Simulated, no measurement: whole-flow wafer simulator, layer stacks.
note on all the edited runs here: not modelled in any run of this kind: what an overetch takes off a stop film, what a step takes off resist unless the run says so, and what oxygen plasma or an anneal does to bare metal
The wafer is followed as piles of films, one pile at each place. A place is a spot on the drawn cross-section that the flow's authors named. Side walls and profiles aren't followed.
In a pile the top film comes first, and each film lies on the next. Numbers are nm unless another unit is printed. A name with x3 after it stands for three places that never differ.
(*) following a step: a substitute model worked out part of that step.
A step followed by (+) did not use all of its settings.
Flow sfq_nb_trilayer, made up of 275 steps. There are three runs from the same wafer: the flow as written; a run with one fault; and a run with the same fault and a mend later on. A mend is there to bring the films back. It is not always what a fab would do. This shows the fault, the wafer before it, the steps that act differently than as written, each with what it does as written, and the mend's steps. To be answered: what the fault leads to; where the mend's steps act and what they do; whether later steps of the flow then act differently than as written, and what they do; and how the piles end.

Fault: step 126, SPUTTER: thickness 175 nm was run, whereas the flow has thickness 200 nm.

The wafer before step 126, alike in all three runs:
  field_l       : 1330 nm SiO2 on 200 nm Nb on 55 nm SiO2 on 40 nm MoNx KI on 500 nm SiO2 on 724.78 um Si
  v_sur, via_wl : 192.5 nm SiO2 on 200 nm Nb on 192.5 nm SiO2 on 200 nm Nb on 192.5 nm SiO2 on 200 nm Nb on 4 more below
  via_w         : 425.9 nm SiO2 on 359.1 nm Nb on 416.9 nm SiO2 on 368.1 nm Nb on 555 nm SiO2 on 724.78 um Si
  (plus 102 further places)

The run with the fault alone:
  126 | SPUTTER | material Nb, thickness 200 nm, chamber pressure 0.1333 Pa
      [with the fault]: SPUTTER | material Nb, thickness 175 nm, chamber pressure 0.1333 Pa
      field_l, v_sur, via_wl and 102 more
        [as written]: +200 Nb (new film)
        [with the fault]: +175 Nb (new film)
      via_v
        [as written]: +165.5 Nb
        [with the fault]: +144.7 Nb
  Steps later in the flow that act otherwise than as written (4 more steps, not shown, differ only slightly: by at most 2% or 0.5 nm, whichever is larger):
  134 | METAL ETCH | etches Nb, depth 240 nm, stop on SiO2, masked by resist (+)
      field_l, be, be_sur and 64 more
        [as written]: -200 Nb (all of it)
        [with the fault]: -175 Nb (all of it)
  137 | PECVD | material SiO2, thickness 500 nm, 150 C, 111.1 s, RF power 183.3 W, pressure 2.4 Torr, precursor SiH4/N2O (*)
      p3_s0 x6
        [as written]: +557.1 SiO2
        [with the fault]: +532.1 SiO2
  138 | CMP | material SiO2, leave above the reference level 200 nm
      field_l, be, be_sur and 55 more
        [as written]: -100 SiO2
        [with the fault]: -125 SiO2
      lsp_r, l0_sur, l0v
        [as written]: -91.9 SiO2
        [with the fault]: -117.9 SiO2
  At v_sur, via_wl, via_w and 36 more, the piles at the end differ from the flow's by more than 2% or 0.5 nm, whichever is larger.
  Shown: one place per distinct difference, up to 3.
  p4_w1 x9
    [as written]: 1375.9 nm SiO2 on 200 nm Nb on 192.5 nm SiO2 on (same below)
    [with the fault]: 1375.9 nm SiO2 on 175 nm Nb on 192.5 nm SiO2 on (same below)
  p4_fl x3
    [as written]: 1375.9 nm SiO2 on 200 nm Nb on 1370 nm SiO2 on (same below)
    [with the fault]: 1375.9 nm SiO2 on 175 nm Nb on 1370 nm SiO2 on (same below)
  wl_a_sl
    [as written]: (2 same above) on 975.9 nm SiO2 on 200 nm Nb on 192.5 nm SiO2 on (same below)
    [with the fault]: (2 same above) on 975.9 nm SiO2 on 175 nm Nb on 192.5 nm SiO2 on (same below)

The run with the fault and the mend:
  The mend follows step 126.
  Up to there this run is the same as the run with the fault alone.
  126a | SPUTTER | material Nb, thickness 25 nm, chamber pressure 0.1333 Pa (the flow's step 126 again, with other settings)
      field_l, v_sur, via_wl and 102 more
        +25 Nb
      via_v
        +19 Nb
  Later steps of the flow that are run all act as written at every place that is followed, up to a difference of at most 2% or 0.5 nm, whichever is larger.
  At the end the piles are close to the flow's at the places that both follow, differing by at most 2% or 0.5 nm, whichever is larger.
